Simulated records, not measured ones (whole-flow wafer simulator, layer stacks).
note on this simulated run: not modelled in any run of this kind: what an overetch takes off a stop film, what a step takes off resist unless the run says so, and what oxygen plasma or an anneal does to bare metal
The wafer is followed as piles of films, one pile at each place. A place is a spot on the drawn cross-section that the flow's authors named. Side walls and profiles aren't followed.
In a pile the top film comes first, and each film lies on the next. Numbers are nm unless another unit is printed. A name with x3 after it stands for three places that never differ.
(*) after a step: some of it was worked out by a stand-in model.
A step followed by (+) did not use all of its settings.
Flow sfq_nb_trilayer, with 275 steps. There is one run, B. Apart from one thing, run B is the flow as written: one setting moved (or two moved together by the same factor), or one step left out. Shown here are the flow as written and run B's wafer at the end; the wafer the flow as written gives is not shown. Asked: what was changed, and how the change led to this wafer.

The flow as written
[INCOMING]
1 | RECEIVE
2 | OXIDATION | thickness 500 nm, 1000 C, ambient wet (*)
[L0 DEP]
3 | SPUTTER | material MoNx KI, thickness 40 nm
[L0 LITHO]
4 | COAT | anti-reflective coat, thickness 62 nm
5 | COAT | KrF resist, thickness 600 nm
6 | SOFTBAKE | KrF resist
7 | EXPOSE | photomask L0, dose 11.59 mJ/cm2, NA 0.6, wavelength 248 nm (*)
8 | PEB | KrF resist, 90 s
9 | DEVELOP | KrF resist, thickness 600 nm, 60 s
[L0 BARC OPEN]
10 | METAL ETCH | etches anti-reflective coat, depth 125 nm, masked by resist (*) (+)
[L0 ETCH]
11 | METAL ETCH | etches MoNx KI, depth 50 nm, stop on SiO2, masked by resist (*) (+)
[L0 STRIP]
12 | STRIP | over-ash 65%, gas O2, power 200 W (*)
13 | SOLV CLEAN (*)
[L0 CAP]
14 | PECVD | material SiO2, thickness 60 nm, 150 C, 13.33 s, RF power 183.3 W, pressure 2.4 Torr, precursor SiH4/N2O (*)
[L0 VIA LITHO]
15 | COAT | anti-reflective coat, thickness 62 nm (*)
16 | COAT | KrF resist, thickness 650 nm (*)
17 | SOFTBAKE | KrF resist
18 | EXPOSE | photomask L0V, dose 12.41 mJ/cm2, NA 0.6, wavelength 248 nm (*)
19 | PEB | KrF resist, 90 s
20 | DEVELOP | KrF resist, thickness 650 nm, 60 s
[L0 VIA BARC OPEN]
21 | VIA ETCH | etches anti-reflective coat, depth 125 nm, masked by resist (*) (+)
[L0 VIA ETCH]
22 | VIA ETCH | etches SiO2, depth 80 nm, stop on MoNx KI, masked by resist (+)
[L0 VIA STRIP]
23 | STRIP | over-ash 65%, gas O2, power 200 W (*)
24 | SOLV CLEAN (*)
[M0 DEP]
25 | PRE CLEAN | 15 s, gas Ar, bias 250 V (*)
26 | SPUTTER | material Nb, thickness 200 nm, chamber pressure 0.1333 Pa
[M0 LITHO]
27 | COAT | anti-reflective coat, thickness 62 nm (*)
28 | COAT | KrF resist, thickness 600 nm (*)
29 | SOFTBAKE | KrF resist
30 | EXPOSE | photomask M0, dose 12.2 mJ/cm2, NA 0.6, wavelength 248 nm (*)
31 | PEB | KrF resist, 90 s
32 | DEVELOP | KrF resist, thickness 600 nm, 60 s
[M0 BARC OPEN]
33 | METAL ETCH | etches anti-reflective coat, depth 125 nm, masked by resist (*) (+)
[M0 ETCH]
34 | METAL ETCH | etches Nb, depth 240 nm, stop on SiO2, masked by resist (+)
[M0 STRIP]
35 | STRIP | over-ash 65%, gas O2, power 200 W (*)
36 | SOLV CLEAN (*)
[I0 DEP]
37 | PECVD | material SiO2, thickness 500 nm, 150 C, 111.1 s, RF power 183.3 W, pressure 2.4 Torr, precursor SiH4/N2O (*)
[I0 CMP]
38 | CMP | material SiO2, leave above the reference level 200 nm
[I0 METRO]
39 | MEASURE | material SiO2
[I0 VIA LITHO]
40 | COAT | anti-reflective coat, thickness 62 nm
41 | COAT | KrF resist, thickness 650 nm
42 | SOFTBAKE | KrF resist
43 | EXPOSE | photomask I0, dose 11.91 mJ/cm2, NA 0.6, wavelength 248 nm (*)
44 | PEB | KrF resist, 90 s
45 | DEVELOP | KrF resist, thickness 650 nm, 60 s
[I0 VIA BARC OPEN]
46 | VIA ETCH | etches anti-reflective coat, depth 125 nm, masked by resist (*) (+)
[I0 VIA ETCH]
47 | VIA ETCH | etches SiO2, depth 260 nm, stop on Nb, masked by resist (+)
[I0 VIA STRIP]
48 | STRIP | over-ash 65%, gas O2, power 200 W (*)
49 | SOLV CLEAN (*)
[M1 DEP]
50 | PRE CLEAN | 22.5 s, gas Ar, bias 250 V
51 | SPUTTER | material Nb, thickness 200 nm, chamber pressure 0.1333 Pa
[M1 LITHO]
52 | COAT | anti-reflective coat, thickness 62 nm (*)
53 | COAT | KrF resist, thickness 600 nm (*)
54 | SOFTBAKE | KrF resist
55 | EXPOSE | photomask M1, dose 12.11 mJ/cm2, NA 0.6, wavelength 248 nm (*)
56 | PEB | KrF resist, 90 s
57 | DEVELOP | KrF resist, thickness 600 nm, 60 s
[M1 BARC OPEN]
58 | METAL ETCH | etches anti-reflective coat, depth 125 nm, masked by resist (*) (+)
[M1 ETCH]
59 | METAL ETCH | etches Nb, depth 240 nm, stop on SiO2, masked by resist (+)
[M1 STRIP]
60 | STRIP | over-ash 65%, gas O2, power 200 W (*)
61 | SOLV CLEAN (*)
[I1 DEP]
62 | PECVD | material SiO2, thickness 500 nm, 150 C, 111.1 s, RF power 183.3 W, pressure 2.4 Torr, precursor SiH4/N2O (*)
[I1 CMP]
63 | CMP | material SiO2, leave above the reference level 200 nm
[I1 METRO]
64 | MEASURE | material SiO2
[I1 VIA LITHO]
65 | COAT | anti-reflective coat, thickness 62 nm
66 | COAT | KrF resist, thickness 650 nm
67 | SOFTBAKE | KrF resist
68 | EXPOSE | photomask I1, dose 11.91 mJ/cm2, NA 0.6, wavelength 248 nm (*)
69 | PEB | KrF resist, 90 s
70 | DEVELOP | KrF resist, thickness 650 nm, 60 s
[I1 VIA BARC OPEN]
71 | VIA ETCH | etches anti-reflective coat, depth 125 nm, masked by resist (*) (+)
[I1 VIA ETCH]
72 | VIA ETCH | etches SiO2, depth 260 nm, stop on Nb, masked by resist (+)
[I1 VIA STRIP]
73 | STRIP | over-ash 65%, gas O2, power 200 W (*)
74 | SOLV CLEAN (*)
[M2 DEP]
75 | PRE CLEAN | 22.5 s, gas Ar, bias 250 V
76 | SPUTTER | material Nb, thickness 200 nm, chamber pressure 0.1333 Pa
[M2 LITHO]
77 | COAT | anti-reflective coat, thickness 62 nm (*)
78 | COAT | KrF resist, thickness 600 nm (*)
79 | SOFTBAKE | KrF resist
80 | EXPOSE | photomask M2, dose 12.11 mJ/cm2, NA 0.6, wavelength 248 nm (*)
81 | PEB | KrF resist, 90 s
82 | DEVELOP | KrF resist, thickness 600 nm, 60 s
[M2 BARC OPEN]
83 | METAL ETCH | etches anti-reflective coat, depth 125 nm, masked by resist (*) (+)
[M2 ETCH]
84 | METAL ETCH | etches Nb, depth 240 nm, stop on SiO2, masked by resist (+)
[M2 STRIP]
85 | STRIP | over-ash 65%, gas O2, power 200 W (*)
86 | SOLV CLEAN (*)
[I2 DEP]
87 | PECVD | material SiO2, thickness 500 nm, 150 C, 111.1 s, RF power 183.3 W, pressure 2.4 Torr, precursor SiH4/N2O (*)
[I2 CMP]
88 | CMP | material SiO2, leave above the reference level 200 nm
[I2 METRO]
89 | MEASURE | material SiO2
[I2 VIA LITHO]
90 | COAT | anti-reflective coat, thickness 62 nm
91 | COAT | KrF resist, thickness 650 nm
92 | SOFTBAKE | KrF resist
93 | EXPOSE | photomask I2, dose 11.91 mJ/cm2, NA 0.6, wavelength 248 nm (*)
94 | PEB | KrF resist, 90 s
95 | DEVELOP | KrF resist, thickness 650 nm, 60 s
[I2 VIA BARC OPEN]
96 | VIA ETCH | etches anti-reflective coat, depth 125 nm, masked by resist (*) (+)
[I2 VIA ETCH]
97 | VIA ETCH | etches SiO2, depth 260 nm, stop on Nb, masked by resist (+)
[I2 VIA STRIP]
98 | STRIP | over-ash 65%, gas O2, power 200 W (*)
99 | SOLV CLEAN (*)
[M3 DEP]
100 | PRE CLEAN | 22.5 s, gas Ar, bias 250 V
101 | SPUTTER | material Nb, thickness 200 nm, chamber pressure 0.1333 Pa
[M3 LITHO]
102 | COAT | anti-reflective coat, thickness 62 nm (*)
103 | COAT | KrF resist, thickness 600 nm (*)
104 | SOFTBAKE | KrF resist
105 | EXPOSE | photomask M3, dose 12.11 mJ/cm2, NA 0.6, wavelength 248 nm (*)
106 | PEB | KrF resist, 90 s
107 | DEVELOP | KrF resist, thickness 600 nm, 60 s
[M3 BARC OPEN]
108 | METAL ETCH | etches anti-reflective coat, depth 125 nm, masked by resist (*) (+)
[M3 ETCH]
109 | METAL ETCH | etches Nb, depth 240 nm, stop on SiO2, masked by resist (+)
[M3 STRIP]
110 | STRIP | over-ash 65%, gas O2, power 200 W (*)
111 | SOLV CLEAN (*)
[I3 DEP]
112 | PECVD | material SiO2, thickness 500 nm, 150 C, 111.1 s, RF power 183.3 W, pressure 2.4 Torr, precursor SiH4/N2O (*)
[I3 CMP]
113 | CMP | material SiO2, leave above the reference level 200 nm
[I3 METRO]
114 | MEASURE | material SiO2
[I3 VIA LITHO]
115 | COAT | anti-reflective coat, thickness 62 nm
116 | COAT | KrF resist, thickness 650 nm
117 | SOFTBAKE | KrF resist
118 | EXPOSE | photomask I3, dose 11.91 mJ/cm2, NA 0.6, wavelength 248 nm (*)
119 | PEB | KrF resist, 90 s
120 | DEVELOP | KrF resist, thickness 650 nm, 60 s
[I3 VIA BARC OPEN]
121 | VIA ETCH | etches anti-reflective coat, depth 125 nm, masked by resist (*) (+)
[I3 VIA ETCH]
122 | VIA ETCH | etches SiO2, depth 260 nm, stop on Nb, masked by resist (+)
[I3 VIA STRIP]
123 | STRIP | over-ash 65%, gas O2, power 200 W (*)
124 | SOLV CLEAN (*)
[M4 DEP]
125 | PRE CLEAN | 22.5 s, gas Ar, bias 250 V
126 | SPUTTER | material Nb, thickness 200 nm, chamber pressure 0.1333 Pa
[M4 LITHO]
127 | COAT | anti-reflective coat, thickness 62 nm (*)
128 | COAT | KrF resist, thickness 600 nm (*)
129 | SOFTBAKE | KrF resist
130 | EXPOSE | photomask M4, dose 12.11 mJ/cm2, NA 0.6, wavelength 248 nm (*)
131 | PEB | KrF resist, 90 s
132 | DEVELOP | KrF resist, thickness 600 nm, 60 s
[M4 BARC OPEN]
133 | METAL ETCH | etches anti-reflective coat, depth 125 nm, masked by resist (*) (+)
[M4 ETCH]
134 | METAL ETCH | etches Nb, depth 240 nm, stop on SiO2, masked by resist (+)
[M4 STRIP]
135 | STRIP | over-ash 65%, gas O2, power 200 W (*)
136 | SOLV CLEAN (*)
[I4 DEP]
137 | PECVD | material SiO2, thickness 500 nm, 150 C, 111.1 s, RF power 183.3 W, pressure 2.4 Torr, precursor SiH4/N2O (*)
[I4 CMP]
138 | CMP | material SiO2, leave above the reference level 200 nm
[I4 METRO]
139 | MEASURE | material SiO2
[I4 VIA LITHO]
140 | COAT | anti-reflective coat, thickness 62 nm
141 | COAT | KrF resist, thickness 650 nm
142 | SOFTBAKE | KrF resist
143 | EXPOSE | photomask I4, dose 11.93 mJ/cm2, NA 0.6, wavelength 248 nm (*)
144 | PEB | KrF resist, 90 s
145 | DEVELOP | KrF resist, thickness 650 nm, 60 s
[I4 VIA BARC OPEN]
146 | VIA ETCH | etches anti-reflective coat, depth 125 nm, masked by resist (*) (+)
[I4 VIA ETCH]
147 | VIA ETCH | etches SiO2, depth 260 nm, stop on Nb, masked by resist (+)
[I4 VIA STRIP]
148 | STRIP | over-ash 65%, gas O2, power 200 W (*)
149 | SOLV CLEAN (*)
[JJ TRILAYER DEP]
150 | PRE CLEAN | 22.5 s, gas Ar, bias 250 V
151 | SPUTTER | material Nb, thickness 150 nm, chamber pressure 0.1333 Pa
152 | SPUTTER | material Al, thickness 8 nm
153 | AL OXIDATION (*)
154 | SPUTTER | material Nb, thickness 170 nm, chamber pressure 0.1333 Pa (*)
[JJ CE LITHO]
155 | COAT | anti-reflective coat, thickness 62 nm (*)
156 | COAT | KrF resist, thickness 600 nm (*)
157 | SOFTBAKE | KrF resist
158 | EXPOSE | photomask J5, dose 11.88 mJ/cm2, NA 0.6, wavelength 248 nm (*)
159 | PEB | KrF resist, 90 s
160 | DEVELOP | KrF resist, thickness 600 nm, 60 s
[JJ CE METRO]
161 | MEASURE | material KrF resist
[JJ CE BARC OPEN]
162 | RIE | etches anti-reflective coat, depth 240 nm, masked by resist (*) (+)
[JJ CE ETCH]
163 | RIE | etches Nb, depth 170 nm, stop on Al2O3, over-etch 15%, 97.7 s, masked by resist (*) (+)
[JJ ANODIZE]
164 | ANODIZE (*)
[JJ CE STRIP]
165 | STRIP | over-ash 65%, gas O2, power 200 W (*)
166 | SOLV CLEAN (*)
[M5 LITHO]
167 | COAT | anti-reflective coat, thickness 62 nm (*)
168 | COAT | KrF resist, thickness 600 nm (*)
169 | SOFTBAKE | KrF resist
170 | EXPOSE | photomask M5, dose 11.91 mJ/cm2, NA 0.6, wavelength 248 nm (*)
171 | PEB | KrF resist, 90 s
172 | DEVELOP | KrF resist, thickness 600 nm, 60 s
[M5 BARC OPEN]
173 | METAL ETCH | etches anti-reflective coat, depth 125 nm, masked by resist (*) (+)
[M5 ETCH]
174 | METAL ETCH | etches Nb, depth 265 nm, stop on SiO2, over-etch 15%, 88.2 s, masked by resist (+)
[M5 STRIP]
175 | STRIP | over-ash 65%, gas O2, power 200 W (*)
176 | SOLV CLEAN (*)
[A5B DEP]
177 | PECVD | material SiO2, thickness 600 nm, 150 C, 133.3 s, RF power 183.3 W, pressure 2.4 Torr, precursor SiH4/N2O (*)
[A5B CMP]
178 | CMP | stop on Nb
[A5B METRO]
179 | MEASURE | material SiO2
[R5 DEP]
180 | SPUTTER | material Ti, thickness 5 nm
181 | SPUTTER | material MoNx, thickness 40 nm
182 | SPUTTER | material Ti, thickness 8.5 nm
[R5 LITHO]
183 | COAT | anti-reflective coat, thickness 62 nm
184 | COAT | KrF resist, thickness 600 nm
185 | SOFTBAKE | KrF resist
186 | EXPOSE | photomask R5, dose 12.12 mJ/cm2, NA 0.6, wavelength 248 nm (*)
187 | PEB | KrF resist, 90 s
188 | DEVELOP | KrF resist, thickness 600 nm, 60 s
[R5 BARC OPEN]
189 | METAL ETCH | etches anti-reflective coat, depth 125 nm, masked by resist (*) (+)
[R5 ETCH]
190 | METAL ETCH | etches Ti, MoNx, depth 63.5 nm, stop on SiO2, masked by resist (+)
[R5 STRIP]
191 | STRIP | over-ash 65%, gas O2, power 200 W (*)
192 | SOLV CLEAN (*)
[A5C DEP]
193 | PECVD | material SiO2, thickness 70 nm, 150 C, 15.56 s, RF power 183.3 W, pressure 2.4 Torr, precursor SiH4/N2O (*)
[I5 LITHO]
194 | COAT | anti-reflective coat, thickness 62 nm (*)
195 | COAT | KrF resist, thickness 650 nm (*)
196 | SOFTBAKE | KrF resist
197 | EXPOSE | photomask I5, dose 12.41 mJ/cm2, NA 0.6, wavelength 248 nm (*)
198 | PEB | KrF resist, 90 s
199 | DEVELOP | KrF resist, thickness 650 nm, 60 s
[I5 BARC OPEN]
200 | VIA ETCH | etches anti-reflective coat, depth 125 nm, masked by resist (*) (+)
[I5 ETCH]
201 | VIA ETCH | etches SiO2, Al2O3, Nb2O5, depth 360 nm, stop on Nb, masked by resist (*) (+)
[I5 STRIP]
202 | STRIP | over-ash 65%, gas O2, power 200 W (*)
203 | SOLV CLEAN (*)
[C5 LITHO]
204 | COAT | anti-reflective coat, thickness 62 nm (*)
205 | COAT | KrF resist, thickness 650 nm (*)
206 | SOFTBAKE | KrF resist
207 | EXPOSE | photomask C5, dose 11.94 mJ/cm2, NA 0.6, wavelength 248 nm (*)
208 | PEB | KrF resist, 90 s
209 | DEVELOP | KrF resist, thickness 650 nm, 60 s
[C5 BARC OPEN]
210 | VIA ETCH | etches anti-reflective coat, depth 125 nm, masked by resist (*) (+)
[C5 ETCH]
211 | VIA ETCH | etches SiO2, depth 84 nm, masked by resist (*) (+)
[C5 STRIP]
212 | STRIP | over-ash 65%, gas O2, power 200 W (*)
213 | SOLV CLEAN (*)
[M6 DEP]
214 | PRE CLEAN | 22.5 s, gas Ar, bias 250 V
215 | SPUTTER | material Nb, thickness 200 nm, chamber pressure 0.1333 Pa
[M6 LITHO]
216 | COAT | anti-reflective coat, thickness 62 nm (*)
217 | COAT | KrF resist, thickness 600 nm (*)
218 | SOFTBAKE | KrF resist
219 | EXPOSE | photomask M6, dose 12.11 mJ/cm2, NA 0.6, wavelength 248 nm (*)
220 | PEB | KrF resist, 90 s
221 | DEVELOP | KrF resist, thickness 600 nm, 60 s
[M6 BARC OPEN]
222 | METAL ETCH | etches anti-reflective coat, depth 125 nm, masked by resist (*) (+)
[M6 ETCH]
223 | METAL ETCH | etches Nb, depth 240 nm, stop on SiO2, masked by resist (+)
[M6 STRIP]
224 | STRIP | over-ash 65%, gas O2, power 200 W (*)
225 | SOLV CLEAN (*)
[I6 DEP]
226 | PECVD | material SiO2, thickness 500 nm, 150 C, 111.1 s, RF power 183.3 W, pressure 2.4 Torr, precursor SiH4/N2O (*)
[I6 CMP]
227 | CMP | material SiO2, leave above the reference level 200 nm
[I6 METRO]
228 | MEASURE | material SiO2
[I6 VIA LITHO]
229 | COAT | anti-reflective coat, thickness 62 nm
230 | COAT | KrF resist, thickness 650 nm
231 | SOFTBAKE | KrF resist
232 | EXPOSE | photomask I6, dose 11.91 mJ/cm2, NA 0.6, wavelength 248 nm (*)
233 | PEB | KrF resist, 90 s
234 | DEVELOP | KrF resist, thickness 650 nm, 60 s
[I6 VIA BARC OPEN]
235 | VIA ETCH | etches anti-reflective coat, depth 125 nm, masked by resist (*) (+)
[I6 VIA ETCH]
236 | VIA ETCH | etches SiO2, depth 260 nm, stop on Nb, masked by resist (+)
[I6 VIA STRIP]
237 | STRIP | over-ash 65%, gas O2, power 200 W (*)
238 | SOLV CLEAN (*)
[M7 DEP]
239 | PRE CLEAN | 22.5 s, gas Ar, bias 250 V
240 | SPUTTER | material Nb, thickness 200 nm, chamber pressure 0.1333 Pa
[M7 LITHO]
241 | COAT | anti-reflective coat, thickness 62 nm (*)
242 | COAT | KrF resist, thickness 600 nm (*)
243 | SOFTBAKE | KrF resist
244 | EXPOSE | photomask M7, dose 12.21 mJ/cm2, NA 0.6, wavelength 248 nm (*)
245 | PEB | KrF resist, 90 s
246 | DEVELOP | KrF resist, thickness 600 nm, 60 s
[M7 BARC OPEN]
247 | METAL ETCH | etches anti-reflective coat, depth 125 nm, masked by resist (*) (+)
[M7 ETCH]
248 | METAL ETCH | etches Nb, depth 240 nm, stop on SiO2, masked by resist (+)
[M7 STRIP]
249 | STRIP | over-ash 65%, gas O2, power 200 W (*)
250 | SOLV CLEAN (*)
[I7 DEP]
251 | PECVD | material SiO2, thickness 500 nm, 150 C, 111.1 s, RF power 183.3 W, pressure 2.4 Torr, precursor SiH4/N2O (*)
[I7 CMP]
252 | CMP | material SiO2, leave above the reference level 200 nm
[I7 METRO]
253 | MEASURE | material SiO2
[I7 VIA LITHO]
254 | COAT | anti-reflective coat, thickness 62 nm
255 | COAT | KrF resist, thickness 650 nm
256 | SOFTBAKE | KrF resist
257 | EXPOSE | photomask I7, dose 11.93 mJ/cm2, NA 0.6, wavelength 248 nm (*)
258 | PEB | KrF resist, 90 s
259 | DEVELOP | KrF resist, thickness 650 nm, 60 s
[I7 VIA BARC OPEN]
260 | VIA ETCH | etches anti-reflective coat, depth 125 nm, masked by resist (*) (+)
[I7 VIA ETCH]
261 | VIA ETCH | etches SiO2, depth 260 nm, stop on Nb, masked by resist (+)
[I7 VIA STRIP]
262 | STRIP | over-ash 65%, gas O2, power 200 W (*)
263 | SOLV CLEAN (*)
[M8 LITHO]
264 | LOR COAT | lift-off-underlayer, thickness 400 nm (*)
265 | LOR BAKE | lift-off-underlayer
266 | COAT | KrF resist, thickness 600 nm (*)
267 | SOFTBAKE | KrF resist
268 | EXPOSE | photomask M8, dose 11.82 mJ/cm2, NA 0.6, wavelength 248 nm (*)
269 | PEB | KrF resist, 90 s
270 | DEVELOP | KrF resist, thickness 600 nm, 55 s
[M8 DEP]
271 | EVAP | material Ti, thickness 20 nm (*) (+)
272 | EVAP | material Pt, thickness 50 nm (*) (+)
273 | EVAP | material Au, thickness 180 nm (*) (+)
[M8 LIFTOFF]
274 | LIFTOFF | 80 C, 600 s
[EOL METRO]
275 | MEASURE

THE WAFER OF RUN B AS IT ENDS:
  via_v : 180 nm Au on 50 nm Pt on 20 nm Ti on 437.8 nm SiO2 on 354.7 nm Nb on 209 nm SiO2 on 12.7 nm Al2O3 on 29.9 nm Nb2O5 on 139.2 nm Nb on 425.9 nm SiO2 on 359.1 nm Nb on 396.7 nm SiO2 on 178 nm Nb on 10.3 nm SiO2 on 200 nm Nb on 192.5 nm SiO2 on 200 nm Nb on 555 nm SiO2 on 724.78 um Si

Cause: step 72, VIA ETCH: depth 182 nm was run, whereas the flow has depth 260 nm.

Step by step, how the change led to this:
  72 | VIA ETCH | etches SiO2, depth 260 nm, stop on Nb, masked by resist (+)
      via_v: -182 SiO2 (in the flow as written it would be: -199.8 SiO2 (all of it))
      field_l, v_sur, via_wl and 102 more: -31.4 KrF resist (in the flow as written it would be: -44.8 KrF resist)
  73 | STRIP | over-ash 65%, gas O2, power 200 W (*)
      field_l, v_sur, via_wl and 102 more: -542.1 KrF resist (all of it), -62 anti-reflective coat (all of it) (in the flow as written it would be: -528.6 KrF resist (all of it), -62 anti-reflective coat (all of it))
  75 | PRE CLEAN | 22.5 s, gas Ar, bias 250 V
      via_v: -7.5 SiO2 (in the flow as written it would be: -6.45 Nb)
  76 | SPUTTER | material Nb, thickness 200 nm, chamber pressure 0.1333 Pa
      via_v: +178 Nb (new film) (in the flow as written it would be: +174.5 Nb)
  77 | COAT | anti-reflective coat, thickness 62 nm (*)
      via_v: +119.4 anti-reflective coat (new film) (in the flow as written it would be: +123.1 anti-reflective coat (new film))
  85 | STRIP | over-ash 65%, gas O2, power 200 W (*)
      via_v: -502 KrF resist (all of it), -119.4 anti-reflective coat (all of it) (in the flow as written it would be: -515.8 KrF resist (all of it), -123.1 anti-reflective coat (all of it))
  87 | PECVD | material SiO2, thickness 500 nm, 150 C, 111.1 s, RF power 183.3 W, pressure 2.4 Torr, precursor SiH4/N2O (*)
      via_v: +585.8 SiO2 (new film) (in the flow as written it would be: +606 SiO2 (new film))
Taking metal films that touch as one body, via_v has 7 bodies (between them, from the top down: SiO2 437.8; SiO2 209 / Al2O3 12.7 / Nb2O5 29.9; SiO2 425.9; SiO2 396.7; SiO2 10.3; SiO2 192.5); the flow as written gives 6 bodies (between them, from the top down: SiO2 437.8; SiO2 209 / Al2O3 12.7 / Nb2O5 29.9; SiO2 425.9; SiO2 416.9; SiO2 192.5).
